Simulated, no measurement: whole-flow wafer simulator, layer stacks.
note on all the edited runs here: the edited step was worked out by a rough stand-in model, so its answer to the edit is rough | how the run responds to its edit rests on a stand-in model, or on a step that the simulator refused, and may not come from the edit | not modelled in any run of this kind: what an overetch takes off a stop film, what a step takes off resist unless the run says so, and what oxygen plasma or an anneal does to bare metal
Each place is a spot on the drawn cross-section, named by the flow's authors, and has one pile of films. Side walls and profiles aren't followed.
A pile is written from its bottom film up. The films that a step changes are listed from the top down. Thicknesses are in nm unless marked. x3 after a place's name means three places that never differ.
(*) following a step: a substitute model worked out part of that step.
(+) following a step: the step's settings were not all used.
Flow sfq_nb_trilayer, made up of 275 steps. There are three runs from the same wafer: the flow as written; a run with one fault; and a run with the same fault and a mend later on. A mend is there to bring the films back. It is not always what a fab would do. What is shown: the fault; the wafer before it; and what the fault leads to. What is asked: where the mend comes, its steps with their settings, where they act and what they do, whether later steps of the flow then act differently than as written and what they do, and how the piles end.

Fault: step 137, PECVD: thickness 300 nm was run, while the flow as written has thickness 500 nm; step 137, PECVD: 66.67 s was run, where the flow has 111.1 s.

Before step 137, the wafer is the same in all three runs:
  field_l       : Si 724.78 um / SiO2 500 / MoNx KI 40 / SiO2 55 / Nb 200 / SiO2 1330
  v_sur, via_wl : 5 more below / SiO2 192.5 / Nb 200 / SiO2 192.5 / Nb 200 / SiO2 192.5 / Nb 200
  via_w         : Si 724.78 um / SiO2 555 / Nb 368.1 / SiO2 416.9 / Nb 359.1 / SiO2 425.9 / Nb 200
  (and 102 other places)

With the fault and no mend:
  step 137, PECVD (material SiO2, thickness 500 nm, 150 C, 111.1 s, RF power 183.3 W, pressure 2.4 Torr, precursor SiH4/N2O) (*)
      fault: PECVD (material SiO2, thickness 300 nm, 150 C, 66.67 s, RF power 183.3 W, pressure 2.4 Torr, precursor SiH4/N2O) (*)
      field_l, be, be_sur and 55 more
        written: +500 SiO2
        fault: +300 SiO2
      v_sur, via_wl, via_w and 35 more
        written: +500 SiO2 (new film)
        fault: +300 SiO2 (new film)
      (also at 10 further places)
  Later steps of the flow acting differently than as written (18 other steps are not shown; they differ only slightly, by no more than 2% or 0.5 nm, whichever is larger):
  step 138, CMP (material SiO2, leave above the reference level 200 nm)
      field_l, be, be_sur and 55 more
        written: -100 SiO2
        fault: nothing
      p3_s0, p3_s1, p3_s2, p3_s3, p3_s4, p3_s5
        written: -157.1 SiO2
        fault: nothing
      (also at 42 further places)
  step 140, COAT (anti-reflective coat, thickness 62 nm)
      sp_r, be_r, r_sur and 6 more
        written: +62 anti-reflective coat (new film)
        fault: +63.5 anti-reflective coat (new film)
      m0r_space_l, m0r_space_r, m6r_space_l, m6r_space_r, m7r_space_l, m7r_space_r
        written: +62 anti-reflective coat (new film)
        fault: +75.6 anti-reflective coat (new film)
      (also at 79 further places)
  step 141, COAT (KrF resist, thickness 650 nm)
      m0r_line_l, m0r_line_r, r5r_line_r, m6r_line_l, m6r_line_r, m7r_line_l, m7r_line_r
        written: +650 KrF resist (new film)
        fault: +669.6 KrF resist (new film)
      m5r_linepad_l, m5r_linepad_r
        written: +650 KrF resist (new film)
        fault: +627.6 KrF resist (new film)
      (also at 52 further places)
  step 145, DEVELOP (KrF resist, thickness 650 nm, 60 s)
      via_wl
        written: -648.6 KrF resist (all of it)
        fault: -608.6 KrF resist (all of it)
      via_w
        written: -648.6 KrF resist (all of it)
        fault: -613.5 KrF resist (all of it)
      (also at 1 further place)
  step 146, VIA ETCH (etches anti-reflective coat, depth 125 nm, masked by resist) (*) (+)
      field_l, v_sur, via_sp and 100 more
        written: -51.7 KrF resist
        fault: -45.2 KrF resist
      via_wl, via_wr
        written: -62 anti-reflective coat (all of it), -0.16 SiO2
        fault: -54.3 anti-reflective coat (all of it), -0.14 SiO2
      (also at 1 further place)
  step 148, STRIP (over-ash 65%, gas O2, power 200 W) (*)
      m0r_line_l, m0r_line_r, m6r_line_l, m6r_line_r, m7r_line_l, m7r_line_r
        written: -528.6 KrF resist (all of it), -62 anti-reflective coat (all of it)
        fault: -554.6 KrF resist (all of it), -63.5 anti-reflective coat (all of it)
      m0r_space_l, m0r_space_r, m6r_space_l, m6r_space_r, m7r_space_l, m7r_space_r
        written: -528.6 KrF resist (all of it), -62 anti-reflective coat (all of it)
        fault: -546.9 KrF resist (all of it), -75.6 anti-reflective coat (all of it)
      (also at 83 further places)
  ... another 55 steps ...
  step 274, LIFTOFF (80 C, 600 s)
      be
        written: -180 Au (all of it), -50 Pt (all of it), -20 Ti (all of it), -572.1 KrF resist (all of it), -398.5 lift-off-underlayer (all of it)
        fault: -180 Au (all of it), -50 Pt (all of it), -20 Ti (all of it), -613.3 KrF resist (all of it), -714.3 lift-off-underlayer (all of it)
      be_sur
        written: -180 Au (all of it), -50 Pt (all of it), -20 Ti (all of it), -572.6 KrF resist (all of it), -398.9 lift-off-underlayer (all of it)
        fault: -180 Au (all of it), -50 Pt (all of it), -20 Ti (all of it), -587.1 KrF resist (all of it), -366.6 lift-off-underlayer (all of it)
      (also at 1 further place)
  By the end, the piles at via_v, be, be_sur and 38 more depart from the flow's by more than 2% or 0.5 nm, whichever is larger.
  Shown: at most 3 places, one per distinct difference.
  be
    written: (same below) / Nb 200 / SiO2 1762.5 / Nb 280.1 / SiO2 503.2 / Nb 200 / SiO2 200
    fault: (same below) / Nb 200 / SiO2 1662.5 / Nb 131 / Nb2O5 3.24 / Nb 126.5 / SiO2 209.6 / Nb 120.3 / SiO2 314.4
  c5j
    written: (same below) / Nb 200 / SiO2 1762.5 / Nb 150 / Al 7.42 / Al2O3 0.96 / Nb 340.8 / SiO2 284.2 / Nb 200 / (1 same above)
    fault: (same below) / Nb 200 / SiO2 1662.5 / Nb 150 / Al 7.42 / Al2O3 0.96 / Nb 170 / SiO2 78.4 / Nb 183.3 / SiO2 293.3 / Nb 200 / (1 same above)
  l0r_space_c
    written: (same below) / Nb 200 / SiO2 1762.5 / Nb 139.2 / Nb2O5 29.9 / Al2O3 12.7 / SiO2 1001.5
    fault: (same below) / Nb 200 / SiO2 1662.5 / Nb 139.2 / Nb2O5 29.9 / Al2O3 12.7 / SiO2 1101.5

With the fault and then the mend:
  The mend follows step 137.
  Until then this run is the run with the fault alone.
  step 137a, PECVD (material SiO2, thickness 200 nm, 150 C, 44.44 s, RF power 183.3 W, pressure 2.4 Torr, precursor SiH4/N2O) (*) (the flow's step 137 again, with other settings)
      field_l, v_sur, via_wl and 99 more
        +200 SiO2
      lsp_r, l0_sur, l0v
        +196.9 SiO2
      via_v
        +177.1 SiO2
  Later steps of the flow acting differently than as written (13 other steps are not shown; they differ only slightly, by no more than 2% or 0.5 nm, whichever is larger):
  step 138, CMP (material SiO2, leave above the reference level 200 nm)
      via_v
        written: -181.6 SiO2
        mend: nothing
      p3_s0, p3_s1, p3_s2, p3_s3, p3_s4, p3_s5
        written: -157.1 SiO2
        mend: -100 SiO2
  When the end is reached, the piles differ only a little from the flow's at the places that both follow, at most by 2% or 0.5 nm, whichever is larger.
